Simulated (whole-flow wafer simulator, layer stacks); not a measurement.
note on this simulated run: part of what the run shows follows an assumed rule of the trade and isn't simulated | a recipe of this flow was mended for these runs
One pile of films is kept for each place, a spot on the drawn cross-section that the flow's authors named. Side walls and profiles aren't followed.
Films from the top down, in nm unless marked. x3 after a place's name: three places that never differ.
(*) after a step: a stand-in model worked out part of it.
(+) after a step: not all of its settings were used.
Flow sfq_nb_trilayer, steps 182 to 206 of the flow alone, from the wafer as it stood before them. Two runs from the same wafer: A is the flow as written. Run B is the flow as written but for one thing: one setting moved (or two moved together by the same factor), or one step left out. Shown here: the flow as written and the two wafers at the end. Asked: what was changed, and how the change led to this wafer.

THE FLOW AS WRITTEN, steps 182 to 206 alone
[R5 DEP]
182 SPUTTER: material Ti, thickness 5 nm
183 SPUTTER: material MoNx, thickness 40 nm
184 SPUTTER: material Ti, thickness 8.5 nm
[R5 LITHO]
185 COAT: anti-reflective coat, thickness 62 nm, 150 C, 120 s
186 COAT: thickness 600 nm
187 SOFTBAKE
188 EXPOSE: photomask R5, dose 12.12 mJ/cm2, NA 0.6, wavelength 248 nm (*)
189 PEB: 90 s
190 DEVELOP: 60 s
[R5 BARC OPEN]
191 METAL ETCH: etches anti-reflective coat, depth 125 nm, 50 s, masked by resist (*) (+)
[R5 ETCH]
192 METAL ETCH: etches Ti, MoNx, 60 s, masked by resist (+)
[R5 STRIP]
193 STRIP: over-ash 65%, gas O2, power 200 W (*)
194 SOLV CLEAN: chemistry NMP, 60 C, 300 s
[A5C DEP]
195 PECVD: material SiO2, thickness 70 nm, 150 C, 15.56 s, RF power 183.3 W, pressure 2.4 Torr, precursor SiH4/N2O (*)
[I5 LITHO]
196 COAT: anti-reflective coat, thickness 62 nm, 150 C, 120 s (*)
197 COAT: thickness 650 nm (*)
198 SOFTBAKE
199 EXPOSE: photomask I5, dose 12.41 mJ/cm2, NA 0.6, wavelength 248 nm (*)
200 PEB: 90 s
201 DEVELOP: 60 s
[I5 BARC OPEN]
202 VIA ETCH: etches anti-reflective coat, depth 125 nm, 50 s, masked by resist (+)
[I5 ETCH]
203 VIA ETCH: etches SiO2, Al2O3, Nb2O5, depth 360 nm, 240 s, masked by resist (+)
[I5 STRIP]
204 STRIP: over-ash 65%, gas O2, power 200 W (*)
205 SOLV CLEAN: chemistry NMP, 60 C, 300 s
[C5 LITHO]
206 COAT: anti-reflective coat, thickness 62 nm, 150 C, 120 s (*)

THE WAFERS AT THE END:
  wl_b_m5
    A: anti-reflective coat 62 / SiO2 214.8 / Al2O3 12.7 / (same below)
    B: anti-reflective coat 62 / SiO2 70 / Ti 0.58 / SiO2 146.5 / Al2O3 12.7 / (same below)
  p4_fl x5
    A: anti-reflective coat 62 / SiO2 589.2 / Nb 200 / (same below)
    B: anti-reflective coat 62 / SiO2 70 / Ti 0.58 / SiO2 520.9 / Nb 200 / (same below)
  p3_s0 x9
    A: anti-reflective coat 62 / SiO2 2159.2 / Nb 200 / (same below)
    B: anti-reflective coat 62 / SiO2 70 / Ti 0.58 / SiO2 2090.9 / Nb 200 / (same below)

The cause: step 192, METAL ETCH: 50 s was run, where the flow has 60 s.

How the change led to this, step by step:
  192 METAL ETCH: etches Ti, MoNx, 60 s, masked by resist (+)
      field_l, v_sur, via_wl and 92 more: A Ti -8.5 (all of it), MoNx -40 (all of it), Ti -5 (all of it), SiO2 -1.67 | B Ti -8.5 (all of it), MoNx -40 (all of it), Ti -4.42
      ce_l, c5j, ce_r, wl_jj: A Ti -8.5 (all of it), MoNx -40 (all of it), Ti -5 (all of it), Nb -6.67 | B Ti -8.5 (all of it), MoNx -40 (all of it), Ti -4.42
      (and at 7 more places)
  195 PECVD: material SiO2, thickness 70 nm, 150 C, 15.56 s, RF power 183.3 W, pressure 2.4 Torr, precursor SiH4/N2O (*)
      field_l, v_sur, via_wl and 92 more: A SiO2 +70 | B SiO2 +70 (new film)
  196 COAT: anti-reflective coat, thickness 62 nm, 150 C, 120 s (*)
      r5r_line_l, r5r_line_c, r5r_line_r: A anti-reflective coat +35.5 (new film) | B anti-reflective coat +36.6 (new film)
      wl_j_sl, wl_j_sr: A anti-reflective coat +60.5 (new film) | B anti-reflective coat +62 (new film)
      (and at 5 more places)
  203 VIA ETCH: etches SiO2, Al2O3, Nb2O5, depth 360 nm, 240 s, masked by resist (+)
      be: A SiO2 -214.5 (all of it), Al2O3 -12.7 (all of it), Nb2O5 -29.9 (all of it), Nb -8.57 | B SiO2 -69.7 (all of it), Ti -0.58 (all of it), SiO2 -8.1
  204 STRIP: over-ash 65%, gas O2, power 200 W (*)
      r5r_line_l, r5r_line_c, r5r_line_r: A KrF-resist-other-grade -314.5 (all of it), anti-reflective coat -35.5 (all of it) | B KrF-resist-other-grade -314.6 (all of it), anti-reflective coat -36.6 (all of it)
      wl_j_sl, wl_j_sr: A KrF-resist-other-grade -316.4 (all of it), anti-reflective coat -60.5 (all of it) | B KrF-resist-other-grade -315.7 (all of it), anti-reflective coat -62 (all of it)
      (and at 5 more places)
  206 COAT: anti-reflective coat, thickness 62 nm, 150 C, 120 s (*)
      r5r_line_l, r5r_line_c, r5r_line_r: A anti-reflective coat +35.5 (new film) | B anti-reflective coat +36.6 (new film)
      wl_j_sl, wl_j_sr: A anti-reflective coat +60.5 (new film) | B anti-reflective coat +62 (new film)
      (and at 12 more places)
Counting metal films that touch as one body, wl_b_m5 has 7 bodies (between them, from the top down: SiO2 146.5 / Al2O3 12.7 / Nb2O5 29.9; SiO2 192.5; SiO2 192.5; SiO2 192.5; SiO2 192.5; SiO2 192.5); the flow as written gives 6 bodies (between them, from the top down: SiO2 192.5; SiO2 192.5; SiO2 192.5; SiO2 192.5; SiO2 192.5).
Counting metal films that touch as one body, p4_fl x5 has 3 bodies (between them, from the top down: SiO2 520.9; SiO2 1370); the flow as written gives 2 bodies (between them, from the top down: SiO2 1370).
Counting metal films that touch as one body, p3_s0 x9 has 2 bodies (between them, from the top down: SiO2 2090.9); the flow as written gives 1 body.
